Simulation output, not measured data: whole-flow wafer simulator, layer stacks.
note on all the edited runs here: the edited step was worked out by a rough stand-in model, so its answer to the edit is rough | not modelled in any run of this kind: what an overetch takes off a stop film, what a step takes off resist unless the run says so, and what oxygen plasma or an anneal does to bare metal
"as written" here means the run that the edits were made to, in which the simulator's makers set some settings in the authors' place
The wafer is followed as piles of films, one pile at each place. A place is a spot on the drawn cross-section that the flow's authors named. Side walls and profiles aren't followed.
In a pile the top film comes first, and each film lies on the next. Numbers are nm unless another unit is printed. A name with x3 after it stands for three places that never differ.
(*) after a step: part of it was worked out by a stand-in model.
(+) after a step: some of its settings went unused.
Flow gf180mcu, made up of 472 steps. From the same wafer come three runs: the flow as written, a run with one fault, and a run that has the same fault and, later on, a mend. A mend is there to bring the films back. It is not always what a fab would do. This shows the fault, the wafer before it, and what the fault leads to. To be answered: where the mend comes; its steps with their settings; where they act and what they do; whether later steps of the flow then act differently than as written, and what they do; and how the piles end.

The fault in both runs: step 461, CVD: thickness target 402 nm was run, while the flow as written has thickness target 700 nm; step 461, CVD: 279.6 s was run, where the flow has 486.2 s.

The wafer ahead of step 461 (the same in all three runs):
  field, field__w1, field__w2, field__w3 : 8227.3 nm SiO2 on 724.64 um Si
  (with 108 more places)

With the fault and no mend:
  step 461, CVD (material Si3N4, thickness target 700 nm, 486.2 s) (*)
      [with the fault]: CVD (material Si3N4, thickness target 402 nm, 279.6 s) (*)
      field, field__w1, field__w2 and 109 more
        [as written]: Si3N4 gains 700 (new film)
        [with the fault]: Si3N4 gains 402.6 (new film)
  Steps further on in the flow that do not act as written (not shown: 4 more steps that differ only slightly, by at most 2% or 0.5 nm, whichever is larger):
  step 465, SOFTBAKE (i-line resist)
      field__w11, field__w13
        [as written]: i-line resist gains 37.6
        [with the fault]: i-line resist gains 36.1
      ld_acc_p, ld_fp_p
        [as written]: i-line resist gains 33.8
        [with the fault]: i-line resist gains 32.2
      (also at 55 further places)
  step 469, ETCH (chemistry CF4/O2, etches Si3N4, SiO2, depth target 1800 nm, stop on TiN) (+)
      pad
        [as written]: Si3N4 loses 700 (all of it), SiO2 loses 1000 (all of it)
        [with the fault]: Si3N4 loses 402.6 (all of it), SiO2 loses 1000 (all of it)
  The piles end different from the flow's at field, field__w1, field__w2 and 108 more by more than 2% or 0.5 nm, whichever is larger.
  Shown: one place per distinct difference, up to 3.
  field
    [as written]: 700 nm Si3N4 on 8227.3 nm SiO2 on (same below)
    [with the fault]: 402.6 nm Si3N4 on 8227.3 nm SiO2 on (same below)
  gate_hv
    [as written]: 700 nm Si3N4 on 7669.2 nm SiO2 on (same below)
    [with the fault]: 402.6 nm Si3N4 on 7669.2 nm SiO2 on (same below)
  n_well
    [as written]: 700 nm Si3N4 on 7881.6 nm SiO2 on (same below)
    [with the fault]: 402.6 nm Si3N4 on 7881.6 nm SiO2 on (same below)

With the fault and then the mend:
  The mend stands after step 461.
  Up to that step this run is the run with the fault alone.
  step 461a, CVD (material Si3N4, thickness target 298 nm, 207 s) (*) (the flow's step 461, run once more with other settings)
      field, field__w1, field__w2 and 109 more
        Si3N4 gains 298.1
  Later steps of the flow that are run all act as written at every place that is followed, up to a difference of at most 2% or 0.5 nm, whichever is larger.
  When the end is reached, the piles differ only a little from the flow's at the places that both follow, at most by 2% or 0.5 nm, whichever is larger.
